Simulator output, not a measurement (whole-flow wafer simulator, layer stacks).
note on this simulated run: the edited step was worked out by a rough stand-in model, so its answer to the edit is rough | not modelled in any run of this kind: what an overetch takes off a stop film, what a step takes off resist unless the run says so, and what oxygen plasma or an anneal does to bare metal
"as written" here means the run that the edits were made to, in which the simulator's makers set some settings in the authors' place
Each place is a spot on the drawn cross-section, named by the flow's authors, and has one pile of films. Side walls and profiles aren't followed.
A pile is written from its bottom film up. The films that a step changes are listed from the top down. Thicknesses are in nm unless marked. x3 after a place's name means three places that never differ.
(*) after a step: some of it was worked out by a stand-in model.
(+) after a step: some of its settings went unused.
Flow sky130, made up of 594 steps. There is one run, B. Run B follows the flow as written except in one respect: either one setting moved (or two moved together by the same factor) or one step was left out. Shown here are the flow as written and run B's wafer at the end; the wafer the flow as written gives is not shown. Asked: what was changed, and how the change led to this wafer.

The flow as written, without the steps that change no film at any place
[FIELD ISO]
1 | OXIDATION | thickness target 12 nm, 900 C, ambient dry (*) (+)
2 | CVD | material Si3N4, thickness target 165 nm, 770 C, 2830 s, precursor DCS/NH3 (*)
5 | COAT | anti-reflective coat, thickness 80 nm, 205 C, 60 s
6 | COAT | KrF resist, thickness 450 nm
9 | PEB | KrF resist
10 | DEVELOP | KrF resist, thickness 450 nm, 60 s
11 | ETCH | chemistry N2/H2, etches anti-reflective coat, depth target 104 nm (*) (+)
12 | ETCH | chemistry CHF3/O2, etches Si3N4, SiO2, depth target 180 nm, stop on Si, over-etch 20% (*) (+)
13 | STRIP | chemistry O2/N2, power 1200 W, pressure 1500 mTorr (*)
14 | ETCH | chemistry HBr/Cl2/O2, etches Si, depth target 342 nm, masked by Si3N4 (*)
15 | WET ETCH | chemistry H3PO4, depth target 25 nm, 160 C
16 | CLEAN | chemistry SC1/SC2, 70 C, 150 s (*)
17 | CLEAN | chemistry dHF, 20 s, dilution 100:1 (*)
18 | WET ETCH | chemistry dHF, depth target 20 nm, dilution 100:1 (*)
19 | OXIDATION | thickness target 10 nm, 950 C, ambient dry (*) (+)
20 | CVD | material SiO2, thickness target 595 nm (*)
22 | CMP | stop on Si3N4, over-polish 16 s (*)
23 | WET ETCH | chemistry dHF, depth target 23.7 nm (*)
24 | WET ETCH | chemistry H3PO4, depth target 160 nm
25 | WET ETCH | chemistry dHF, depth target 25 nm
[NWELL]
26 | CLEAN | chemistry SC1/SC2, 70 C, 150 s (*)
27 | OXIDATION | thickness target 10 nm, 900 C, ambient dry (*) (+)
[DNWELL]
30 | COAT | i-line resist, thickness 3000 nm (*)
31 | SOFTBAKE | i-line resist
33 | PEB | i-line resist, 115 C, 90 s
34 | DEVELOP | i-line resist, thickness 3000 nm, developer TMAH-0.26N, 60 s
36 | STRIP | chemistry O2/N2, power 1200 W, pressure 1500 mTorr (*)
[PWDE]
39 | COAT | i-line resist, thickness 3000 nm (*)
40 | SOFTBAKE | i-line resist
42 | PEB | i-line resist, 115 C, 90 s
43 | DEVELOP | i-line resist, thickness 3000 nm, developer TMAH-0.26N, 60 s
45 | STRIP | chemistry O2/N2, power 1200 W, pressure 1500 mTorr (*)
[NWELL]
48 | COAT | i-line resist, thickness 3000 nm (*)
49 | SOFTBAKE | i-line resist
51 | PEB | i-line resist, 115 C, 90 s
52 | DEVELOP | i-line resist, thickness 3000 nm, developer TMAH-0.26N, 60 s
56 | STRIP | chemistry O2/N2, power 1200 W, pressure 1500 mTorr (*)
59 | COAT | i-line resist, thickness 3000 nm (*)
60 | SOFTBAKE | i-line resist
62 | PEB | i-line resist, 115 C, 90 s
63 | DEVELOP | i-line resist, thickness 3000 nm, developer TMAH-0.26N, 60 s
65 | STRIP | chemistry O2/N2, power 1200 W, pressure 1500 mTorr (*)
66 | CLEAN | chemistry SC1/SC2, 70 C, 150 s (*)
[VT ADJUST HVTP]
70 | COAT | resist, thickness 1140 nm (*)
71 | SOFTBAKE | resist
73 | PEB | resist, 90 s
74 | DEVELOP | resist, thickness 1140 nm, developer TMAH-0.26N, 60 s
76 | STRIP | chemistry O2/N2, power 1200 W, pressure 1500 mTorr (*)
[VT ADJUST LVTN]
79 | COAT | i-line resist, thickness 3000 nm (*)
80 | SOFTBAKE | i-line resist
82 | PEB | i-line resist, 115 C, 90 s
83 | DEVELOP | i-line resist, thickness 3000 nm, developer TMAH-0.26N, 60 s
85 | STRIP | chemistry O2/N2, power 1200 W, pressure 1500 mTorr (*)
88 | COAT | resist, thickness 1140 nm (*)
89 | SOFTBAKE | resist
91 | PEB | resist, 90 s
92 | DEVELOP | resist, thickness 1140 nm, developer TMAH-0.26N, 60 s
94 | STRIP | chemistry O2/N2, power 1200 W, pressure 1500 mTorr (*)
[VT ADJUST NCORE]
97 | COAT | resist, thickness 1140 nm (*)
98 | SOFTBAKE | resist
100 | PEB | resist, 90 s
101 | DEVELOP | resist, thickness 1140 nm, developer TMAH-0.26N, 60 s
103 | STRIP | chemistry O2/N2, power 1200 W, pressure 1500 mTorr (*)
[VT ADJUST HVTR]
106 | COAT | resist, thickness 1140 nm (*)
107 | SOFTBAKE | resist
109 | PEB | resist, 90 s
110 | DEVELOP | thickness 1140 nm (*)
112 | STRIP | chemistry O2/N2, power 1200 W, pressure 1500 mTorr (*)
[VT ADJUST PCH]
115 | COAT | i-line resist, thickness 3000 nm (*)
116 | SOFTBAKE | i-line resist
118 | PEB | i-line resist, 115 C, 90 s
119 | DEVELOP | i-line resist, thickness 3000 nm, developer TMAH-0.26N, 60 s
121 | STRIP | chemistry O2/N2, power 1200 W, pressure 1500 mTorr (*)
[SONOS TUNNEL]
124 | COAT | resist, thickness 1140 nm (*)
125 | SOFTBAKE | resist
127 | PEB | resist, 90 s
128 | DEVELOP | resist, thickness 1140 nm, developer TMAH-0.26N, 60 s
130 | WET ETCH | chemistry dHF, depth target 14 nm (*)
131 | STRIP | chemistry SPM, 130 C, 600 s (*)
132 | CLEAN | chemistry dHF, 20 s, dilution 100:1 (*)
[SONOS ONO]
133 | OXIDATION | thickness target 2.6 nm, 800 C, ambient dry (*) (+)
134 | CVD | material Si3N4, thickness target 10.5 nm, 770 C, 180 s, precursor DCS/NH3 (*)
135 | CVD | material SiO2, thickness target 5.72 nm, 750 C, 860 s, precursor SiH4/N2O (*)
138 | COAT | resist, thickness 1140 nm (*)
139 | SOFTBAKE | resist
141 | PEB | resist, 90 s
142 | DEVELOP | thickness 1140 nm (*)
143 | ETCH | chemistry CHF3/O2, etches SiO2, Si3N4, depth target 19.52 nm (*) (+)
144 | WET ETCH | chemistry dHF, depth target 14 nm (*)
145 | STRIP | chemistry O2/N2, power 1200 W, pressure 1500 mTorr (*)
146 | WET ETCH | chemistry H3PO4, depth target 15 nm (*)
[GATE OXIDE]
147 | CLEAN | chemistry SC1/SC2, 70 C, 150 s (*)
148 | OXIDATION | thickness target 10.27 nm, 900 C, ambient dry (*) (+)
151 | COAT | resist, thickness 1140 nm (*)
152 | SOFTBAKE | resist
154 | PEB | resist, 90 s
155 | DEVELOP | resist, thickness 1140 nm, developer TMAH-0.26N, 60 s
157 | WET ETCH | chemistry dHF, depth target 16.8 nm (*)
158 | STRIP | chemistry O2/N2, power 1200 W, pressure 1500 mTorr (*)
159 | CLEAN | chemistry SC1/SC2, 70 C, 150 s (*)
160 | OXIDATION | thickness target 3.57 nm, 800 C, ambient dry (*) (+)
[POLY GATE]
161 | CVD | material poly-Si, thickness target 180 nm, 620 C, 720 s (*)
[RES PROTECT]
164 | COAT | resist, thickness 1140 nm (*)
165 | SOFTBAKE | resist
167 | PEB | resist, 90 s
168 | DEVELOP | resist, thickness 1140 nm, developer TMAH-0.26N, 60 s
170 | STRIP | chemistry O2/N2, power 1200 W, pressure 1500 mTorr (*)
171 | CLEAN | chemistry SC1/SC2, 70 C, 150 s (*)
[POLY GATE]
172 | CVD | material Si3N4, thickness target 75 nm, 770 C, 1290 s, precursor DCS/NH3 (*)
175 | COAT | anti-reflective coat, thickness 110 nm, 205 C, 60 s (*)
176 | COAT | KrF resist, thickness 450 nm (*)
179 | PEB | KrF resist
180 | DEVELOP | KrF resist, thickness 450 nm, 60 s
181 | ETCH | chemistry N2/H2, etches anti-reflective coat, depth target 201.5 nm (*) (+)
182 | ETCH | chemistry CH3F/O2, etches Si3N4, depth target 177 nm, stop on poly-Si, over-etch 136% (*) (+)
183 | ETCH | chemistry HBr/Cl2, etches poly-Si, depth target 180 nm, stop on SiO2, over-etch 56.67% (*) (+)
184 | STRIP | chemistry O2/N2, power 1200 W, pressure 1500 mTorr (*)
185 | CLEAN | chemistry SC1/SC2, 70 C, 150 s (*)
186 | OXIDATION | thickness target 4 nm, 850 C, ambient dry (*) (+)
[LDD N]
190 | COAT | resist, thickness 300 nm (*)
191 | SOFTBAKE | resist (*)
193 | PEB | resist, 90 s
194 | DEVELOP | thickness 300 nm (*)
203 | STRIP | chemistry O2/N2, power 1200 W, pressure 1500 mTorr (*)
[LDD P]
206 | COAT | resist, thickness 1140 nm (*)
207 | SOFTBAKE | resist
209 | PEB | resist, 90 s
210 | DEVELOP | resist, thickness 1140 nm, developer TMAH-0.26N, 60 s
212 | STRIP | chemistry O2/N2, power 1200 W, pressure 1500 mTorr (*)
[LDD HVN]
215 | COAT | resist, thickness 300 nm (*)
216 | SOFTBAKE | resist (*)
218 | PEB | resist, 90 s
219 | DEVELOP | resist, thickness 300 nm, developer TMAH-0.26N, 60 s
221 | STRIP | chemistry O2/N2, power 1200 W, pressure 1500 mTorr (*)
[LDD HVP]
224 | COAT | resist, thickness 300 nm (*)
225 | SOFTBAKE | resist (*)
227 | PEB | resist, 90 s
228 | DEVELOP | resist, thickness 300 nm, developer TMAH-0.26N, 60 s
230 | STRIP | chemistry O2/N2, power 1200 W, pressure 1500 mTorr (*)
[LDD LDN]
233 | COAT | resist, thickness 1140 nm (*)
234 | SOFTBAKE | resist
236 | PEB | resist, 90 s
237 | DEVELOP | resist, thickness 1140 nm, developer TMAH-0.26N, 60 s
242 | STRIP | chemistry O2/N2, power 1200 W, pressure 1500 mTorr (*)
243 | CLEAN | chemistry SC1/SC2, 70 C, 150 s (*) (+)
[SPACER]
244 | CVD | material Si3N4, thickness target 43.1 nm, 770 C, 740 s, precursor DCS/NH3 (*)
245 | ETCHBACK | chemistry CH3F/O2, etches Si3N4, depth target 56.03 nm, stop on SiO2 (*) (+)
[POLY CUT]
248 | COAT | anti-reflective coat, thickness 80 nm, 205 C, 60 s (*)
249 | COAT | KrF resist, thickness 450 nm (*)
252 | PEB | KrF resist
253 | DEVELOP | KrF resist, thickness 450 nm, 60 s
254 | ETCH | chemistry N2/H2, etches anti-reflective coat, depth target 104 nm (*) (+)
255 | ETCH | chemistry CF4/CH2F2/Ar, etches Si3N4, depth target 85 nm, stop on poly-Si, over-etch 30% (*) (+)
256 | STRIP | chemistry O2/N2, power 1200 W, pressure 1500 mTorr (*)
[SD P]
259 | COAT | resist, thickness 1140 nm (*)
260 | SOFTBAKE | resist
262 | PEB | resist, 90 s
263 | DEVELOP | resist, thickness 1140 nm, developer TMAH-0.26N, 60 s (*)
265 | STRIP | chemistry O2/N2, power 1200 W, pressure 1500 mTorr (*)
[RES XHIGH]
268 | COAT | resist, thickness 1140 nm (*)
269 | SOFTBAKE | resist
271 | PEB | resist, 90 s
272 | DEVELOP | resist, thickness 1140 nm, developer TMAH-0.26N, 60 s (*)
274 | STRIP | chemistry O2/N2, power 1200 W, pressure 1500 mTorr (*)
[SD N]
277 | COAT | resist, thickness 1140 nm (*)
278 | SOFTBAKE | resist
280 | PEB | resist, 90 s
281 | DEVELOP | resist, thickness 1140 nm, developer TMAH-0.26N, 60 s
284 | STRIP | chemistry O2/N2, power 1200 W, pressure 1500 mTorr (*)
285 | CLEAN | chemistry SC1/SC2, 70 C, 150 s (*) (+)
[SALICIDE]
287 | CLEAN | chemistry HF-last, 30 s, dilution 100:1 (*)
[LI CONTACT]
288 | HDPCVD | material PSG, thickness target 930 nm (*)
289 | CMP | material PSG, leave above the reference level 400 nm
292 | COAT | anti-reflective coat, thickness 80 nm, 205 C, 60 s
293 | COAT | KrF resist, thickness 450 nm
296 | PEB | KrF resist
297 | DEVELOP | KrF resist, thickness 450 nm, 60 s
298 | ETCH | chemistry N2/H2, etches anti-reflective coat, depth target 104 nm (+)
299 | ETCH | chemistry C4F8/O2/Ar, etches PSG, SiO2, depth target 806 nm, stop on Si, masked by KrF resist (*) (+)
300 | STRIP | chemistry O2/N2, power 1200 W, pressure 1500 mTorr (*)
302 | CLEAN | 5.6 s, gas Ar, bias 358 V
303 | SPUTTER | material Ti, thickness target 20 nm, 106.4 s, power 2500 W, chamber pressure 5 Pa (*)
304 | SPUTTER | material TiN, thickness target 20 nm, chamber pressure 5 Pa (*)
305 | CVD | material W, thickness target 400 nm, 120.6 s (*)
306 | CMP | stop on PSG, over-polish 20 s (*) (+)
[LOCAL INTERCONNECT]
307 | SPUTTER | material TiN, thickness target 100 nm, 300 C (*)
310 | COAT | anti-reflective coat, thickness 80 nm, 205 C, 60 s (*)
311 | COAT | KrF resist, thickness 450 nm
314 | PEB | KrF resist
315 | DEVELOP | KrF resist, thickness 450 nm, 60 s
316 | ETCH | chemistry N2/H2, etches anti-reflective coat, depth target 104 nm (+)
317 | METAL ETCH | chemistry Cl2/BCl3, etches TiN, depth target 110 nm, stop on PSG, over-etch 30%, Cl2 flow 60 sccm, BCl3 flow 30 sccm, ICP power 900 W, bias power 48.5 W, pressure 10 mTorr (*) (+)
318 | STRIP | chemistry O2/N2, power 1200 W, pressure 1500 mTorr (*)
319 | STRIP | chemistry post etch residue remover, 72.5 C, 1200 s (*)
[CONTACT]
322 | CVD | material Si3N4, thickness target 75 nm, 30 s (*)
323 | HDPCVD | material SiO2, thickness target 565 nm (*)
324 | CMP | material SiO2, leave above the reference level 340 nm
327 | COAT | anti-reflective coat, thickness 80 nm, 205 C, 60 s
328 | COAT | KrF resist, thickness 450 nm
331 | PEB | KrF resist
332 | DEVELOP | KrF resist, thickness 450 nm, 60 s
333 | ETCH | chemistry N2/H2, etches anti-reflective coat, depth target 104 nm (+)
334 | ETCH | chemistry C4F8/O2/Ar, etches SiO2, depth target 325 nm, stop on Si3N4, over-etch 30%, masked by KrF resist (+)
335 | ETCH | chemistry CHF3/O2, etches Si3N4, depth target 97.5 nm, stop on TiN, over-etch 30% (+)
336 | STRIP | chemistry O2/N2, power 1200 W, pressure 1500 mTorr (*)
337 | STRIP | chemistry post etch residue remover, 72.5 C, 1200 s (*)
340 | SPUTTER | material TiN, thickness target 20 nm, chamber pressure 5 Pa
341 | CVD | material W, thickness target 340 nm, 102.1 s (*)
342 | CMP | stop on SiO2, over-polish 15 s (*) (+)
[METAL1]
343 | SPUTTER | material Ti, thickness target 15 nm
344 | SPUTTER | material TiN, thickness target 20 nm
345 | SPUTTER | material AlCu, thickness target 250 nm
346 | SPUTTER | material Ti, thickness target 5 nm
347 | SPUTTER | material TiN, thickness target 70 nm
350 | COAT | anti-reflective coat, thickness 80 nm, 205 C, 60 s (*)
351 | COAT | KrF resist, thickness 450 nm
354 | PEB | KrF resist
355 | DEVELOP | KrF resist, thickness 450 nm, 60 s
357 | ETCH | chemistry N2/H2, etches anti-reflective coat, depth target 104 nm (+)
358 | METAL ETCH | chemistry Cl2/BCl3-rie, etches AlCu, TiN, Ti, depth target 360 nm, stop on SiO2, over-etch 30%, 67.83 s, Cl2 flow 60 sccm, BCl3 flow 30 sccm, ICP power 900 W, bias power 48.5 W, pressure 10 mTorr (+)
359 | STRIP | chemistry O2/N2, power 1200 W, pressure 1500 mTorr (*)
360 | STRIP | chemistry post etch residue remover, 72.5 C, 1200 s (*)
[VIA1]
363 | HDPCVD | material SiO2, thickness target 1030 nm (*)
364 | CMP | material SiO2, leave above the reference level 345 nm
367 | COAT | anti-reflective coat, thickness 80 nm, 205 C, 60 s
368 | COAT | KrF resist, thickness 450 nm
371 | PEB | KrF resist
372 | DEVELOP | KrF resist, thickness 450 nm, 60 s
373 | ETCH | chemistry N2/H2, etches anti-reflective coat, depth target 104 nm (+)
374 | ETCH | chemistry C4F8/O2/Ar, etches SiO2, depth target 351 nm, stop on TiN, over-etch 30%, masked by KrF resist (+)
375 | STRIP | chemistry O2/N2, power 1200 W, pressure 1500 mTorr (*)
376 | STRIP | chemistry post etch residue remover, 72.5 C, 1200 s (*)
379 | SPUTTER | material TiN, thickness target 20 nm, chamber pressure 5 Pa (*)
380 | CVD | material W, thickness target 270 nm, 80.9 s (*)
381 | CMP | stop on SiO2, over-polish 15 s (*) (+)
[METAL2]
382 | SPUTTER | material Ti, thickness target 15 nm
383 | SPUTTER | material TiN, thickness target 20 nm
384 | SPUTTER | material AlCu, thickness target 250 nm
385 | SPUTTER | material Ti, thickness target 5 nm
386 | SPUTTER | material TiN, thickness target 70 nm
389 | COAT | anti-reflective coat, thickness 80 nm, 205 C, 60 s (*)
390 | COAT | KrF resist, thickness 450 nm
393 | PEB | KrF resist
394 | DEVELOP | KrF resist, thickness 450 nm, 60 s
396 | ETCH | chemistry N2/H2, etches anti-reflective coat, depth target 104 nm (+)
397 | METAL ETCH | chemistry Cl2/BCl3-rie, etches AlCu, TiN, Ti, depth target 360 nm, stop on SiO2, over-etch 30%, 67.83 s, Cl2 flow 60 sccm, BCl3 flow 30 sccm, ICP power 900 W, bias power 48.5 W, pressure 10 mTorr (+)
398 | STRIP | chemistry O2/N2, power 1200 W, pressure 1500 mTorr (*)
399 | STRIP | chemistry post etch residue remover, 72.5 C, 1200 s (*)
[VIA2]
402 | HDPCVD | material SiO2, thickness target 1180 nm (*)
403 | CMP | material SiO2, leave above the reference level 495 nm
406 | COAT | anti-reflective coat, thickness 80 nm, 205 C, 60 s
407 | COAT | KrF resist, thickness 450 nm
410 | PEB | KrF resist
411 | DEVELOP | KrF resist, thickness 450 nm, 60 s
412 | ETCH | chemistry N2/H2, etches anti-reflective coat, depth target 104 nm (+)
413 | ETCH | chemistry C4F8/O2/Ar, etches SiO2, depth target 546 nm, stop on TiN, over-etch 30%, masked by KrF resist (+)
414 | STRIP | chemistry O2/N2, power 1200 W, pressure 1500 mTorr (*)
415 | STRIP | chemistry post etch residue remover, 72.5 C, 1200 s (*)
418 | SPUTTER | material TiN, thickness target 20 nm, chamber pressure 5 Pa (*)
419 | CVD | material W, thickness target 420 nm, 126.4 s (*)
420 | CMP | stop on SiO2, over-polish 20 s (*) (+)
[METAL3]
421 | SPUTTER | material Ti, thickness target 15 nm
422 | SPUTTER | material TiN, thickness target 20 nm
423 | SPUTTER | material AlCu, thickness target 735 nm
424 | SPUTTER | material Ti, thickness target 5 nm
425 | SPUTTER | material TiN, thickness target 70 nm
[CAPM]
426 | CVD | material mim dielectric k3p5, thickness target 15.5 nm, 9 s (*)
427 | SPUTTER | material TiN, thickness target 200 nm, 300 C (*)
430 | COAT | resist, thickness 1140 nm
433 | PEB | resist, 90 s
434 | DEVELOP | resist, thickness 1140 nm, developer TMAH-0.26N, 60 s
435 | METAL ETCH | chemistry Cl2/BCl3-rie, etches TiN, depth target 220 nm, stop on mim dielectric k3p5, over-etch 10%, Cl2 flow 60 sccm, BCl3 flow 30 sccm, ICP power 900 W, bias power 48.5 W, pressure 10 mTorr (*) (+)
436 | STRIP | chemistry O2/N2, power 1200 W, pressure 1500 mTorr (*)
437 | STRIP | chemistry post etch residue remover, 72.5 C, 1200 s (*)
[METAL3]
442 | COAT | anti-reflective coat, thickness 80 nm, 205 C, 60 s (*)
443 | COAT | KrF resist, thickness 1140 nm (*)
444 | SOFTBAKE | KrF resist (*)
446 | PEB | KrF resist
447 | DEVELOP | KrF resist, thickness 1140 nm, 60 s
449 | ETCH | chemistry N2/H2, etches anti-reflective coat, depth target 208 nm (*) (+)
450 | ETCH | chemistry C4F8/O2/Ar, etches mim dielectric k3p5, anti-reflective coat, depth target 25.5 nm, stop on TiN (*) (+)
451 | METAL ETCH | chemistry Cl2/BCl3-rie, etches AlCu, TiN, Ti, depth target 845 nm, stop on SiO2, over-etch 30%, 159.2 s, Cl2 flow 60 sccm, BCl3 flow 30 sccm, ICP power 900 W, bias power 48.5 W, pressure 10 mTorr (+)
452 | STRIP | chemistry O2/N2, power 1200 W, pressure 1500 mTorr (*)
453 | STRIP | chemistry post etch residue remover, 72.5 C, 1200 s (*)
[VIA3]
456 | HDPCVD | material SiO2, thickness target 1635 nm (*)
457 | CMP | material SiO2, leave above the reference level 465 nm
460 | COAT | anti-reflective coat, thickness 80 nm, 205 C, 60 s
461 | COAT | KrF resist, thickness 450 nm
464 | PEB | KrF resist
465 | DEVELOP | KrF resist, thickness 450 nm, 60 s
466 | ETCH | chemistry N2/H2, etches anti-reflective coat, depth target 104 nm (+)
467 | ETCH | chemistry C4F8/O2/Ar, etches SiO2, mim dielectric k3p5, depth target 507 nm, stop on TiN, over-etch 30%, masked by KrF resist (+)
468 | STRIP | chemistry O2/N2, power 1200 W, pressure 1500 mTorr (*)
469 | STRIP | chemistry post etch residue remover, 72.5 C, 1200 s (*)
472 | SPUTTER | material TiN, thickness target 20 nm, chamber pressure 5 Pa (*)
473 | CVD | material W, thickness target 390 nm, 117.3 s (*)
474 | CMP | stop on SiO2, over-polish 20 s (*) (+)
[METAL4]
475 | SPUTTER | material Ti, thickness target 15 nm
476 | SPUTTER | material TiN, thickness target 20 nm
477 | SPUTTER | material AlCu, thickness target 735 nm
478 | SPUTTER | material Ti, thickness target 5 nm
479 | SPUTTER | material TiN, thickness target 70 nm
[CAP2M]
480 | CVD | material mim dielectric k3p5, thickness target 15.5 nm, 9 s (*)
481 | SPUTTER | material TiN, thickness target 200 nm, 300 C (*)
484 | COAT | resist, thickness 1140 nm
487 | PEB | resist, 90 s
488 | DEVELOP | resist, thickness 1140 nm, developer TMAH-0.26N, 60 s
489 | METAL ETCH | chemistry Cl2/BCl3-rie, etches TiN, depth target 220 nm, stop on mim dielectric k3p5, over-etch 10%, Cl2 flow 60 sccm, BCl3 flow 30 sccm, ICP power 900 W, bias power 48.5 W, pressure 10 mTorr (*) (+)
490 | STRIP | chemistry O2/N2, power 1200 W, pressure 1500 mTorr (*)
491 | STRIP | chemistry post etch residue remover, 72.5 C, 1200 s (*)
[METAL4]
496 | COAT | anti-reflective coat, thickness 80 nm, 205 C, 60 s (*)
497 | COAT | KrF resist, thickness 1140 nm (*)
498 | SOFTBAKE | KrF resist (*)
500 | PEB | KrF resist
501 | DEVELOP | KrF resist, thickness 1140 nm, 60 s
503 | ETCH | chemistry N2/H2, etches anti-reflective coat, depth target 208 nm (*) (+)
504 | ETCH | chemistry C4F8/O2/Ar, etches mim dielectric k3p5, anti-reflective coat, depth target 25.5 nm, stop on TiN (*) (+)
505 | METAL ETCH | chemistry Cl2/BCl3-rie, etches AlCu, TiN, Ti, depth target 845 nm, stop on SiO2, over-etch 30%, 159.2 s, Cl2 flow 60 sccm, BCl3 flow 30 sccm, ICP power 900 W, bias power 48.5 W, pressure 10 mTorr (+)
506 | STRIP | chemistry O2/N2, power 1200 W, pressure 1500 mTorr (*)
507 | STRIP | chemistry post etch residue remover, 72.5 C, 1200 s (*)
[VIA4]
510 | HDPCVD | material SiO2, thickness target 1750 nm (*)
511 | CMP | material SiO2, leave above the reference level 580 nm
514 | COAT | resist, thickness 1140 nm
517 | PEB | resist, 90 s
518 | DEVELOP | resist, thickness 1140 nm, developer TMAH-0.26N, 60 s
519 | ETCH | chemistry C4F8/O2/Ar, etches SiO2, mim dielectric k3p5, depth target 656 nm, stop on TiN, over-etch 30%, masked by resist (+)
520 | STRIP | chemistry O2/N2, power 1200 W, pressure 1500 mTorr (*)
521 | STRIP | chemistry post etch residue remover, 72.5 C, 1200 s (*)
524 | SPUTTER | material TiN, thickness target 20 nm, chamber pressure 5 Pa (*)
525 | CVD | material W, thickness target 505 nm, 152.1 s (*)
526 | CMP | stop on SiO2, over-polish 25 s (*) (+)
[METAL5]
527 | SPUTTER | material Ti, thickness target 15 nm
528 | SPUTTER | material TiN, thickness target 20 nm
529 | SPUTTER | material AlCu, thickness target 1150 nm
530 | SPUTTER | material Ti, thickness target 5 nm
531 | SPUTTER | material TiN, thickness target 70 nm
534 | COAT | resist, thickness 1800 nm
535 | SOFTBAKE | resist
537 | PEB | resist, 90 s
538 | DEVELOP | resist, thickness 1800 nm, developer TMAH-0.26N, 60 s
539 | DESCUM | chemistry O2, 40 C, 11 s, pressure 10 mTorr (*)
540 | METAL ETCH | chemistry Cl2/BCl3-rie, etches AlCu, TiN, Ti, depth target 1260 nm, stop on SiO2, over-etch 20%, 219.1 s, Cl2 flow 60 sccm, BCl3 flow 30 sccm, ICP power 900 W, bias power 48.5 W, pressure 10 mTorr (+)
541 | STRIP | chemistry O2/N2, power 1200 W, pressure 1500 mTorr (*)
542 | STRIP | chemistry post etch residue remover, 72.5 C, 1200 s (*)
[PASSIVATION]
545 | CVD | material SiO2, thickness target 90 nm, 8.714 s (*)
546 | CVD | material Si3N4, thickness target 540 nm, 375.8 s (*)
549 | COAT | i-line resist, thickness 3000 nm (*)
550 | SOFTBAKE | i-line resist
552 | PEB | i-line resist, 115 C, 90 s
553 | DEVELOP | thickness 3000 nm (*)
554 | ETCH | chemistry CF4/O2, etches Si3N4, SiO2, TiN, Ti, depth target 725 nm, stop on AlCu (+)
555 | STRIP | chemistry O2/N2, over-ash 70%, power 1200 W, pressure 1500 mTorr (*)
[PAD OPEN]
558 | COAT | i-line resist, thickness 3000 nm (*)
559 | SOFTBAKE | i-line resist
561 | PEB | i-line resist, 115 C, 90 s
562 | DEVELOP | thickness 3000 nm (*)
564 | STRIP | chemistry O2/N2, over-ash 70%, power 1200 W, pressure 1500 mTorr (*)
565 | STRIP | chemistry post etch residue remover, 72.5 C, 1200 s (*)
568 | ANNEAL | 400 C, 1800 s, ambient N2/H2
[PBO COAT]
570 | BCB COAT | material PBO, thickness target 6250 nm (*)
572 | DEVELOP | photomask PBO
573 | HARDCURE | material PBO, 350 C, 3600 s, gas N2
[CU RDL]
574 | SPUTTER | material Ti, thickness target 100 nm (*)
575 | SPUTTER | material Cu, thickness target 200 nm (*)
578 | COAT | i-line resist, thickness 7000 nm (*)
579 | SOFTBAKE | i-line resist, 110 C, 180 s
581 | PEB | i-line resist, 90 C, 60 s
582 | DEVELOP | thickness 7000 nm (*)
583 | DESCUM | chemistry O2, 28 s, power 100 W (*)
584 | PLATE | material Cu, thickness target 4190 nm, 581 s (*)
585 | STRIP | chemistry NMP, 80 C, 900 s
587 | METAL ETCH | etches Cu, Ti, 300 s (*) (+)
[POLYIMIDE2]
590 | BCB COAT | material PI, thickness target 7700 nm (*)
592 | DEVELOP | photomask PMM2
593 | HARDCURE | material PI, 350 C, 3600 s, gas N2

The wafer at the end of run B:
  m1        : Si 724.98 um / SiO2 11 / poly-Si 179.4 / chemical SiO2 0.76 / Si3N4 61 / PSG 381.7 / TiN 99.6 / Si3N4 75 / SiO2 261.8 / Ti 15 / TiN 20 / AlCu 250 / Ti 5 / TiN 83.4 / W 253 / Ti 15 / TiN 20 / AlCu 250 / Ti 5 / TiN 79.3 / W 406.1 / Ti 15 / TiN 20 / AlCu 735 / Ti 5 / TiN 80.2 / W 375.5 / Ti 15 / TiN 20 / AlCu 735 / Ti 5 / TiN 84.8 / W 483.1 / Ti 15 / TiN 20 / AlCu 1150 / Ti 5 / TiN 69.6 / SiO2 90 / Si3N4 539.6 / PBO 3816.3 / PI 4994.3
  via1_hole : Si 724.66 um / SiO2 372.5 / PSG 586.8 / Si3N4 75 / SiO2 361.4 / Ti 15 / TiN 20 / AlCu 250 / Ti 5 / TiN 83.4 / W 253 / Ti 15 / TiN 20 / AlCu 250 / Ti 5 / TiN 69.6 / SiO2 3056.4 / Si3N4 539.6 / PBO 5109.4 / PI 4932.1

What caused this: step 379, SPUTTER: thickness target 26 nm was run, whereas the flow has thickness target 20 nm.

How this came from the change, step by step:
  379 | SPUTTER | material TiN, thickness target 20 nm, chamber pressure 5 Pa (*)
      field, active, n_well and 186 more: TiN gains 26 (new film) (it would be, as written: TiN gains 20 (new film))
      m1: TiN gains 14.2 (it would be, as written: TiN gains 11)
      (as well as at 1 more place)
  381 | CMP | stop on SiO2, over-polish 15 s (*) (+)
      field, active, n_well and 186 more: W loses 270 (all of it), TiN loses 26 (all of it), SiO2 loses 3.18 (it would be, as written: W loses 270 (all of it), TiN loses 20 (all of it), SiO2 loses 3.18)
      m1, via1_hole: W loses 299.6 (it would be, as written: W loses 293.6)
